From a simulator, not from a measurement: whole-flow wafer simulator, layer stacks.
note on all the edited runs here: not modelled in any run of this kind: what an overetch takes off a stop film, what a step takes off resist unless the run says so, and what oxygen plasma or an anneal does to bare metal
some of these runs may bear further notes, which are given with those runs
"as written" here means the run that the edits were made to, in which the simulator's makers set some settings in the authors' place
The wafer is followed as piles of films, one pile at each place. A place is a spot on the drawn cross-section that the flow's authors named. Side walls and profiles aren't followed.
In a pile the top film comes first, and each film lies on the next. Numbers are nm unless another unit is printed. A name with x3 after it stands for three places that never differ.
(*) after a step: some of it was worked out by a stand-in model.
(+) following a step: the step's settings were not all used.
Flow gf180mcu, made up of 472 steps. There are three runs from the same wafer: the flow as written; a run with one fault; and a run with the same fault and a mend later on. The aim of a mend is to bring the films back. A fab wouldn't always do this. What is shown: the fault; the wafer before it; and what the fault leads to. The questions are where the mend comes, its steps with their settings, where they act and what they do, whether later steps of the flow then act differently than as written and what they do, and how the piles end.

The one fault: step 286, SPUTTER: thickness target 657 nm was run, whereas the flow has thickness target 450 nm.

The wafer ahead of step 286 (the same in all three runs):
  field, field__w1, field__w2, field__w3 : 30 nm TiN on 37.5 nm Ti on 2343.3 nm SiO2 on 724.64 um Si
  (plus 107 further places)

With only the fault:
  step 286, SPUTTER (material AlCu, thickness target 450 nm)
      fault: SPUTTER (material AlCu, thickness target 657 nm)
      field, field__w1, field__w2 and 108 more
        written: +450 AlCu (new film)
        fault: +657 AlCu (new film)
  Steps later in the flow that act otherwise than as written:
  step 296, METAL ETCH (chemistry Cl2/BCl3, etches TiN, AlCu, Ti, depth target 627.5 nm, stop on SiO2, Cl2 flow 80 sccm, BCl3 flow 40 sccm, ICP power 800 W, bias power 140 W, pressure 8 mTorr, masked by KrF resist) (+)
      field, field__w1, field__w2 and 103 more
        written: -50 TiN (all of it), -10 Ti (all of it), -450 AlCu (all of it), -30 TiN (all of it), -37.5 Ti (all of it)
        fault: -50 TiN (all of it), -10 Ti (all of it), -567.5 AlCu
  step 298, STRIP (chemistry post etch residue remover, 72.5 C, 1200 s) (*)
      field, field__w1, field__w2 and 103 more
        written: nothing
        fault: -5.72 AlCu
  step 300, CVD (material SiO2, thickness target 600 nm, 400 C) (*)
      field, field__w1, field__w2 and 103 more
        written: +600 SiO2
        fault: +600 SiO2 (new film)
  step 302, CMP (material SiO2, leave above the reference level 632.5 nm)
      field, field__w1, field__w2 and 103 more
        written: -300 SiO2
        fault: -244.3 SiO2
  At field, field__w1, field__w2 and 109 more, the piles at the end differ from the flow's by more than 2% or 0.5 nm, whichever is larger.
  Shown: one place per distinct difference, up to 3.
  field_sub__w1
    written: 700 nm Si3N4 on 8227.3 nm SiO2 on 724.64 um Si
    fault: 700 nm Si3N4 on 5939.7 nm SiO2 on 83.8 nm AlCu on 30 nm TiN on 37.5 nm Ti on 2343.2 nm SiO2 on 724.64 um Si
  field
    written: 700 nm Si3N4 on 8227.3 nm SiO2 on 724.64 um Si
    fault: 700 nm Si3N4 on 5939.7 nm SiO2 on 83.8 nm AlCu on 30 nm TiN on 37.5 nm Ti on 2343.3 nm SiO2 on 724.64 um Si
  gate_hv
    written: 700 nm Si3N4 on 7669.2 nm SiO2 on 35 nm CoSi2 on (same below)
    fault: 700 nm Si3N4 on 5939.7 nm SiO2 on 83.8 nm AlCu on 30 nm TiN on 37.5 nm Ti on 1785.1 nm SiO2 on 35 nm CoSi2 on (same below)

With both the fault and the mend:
  After step 286 comes the mend.
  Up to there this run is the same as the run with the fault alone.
  step 286a, METAL ETCH (chemistry Cl2/BCl3, etches TiN, AlCu, Ti, depth target 207 nm, Cl2 flow 80 sccm, BCl3 flow 40 sccm, ICP power 800 W, bias power 140 W, pressure 8 mTorr) (a further turn of the flow's step 260, with different settings)
      field, field__w1, field__w2 and 108 more
        -207 AlCu
  None of the later steps of the flow acts differently than as written at any place that is followed.
  At every place that both follow, the piles at the end match the flow's.
